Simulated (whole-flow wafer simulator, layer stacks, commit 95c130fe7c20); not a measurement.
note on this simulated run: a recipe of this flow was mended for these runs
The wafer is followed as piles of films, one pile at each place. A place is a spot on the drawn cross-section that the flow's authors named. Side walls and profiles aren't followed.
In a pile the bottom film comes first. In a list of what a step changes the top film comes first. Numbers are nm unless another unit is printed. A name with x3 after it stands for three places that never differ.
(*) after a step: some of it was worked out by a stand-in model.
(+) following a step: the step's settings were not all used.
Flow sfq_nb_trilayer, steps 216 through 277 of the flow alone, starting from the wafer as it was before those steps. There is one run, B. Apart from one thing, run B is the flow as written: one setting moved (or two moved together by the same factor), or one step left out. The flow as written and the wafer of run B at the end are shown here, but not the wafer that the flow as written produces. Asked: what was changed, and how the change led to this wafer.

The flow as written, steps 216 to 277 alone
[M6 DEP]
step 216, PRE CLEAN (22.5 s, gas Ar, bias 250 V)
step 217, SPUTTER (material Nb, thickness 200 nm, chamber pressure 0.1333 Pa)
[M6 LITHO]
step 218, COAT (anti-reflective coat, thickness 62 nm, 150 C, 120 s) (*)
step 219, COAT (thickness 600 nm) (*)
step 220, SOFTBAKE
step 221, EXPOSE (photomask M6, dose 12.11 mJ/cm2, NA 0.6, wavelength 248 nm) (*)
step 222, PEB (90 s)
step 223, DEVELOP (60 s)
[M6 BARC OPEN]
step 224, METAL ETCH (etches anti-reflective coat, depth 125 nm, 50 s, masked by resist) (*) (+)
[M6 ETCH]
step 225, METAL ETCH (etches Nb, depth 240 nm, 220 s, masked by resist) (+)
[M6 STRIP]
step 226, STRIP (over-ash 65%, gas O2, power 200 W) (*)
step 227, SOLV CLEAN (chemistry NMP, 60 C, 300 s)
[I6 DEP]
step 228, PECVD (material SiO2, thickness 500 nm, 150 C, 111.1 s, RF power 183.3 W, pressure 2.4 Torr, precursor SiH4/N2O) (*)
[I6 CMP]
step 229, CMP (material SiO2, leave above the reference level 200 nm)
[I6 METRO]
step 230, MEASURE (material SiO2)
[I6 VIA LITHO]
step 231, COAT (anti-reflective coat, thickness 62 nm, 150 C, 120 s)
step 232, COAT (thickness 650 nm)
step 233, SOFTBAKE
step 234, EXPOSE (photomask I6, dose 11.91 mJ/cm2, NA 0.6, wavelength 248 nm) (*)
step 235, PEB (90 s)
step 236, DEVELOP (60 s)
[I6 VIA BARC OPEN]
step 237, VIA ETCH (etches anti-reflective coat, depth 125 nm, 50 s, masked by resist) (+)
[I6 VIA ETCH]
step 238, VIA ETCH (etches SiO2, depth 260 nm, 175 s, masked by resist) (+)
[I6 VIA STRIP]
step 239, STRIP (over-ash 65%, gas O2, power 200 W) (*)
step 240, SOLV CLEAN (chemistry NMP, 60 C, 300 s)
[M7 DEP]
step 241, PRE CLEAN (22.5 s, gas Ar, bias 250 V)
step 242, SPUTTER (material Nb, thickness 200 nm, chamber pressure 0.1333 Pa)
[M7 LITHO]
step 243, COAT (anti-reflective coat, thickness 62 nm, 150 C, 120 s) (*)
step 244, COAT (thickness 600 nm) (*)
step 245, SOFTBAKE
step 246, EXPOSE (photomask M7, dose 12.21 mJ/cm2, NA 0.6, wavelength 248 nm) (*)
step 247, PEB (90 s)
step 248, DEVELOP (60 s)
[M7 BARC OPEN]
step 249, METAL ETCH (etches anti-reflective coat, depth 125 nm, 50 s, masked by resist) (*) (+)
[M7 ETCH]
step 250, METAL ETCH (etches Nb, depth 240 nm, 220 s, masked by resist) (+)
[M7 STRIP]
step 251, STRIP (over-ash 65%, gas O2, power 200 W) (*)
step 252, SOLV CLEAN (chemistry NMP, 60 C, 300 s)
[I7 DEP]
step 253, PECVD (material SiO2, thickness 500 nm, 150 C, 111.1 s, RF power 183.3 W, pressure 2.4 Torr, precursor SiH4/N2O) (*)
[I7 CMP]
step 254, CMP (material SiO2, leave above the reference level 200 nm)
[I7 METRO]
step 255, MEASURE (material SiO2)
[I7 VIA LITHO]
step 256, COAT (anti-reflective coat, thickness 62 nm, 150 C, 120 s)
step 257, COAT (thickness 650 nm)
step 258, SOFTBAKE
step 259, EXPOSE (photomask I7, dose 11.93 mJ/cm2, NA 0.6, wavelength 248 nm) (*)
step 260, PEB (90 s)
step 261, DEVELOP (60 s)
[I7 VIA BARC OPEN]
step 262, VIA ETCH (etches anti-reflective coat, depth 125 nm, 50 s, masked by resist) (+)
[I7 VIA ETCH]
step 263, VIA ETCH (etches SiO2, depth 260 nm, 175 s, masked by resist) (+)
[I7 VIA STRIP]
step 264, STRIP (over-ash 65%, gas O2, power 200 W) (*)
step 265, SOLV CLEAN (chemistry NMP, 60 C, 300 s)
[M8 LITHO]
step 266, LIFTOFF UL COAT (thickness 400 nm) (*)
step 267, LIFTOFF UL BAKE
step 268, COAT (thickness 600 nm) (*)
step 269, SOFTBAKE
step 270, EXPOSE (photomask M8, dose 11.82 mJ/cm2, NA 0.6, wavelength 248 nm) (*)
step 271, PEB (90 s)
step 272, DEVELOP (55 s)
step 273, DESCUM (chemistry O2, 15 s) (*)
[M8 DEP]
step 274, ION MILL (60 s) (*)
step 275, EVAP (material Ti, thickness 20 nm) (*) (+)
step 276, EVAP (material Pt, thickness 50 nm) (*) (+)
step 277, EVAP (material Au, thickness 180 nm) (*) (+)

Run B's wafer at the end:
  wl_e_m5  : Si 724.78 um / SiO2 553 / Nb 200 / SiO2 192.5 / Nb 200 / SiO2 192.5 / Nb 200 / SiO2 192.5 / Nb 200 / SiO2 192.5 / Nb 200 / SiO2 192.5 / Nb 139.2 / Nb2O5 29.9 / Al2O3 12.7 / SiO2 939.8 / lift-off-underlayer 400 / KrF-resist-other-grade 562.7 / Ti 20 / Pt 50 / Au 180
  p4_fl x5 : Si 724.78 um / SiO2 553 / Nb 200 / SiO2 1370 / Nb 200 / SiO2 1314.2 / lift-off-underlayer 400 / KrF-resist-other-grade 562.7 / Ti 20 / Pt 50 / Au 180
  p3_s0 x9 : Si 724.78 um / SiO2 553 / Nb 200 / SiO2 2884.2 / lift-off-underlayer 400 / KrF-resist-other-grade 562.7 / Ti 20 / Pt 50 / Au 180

The reason: step 217, SPUTTER: thickness 140 nm was run, while the flow as written has thickness 200 nm.

The path from the change to this, step by step:
  step 217, SPUTTER (material Nb, thickness 200 nm, chamber pressure 0.1333 Pa)
      field_l, v_sur, via_wl and 100 more: Nb gains 140 (new film) (as written it would have been: Nb gains 200 (new film))
      be: Nb gains 102.5 (as written it would have been: Nb gains 145.8)
      (also at 2 further places)
  step 218, COAT (anti-reflective coat, thickness 62 nm, 150 C, 120 s) (*)
      be: anti-reflective coat gains 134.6 (new film) (as written it would have been: anti-reflective coat gains 139.6 (new film))
      be_sur: anti-reflective coat gains 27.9 (new film) (as written it would have been: anti-reflective coat gains 28.5 (new film))
      (also at 1 further place)
  step 225, METAL ETCH (etches Nb, depth 240 nm, 220 s, masked by resist) (+)
      field_l, gap, moat and 76 more: Nb loses 140 (all of it), SiO2 loses 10 (as written it would have been: Nb loses 200 (all of it), SiO2 loses 4)
  step 226, STRIP (over-ash 65%, gas O2, power 200 W) (*)
      be: KrF-resist-other-grade loses 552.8 (all of it), anti-reflective coat loses 134.6 (all of it) (as written it would have been: KrF-resist-other-grade loses 559.4 (all of it), anti-reflective coat loses 139.6 (all of it))
      be_sur: KrF-resist-other-grade loses 369.2 (all of it), anti-reflective coat loses 27.9 (all of it) (as written it would have been: KrF-resist-other-grade loses 365.3 (all of it), anti-reflective coat loses 28.5 (all of it))
      (also at 1 further place)
  step 228, PECVD (material SiO2, thickness 500 nm, 150 C, 111.1 s, RF power 183.3 W, pressure 2.4 Torr, precursor SiH4/N2O) (*)
      gap, wl_a_sl, m6r_space_l x2: SiO2 gains 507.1 (as written it would have been: SiO2 gains 561.1)
      be: SiO2 gains 678.9 (new film) (as written it would have been: SiO2 gains 702 (new film))
  step 229, CMP (material SiO2, leave above the reference level 200 nm)
      field_l, p4_fl x5, p4_w1 x9 and 47 more: SiO2 loses 150 (as written it would have been: SiO2 loses 96)
      moat, field_r, lsp_l, ln_m5, lsp_m: SiO2 loses 150 (as written it would have been: SiO2 loses 89.5)
      (also at 9 further places)
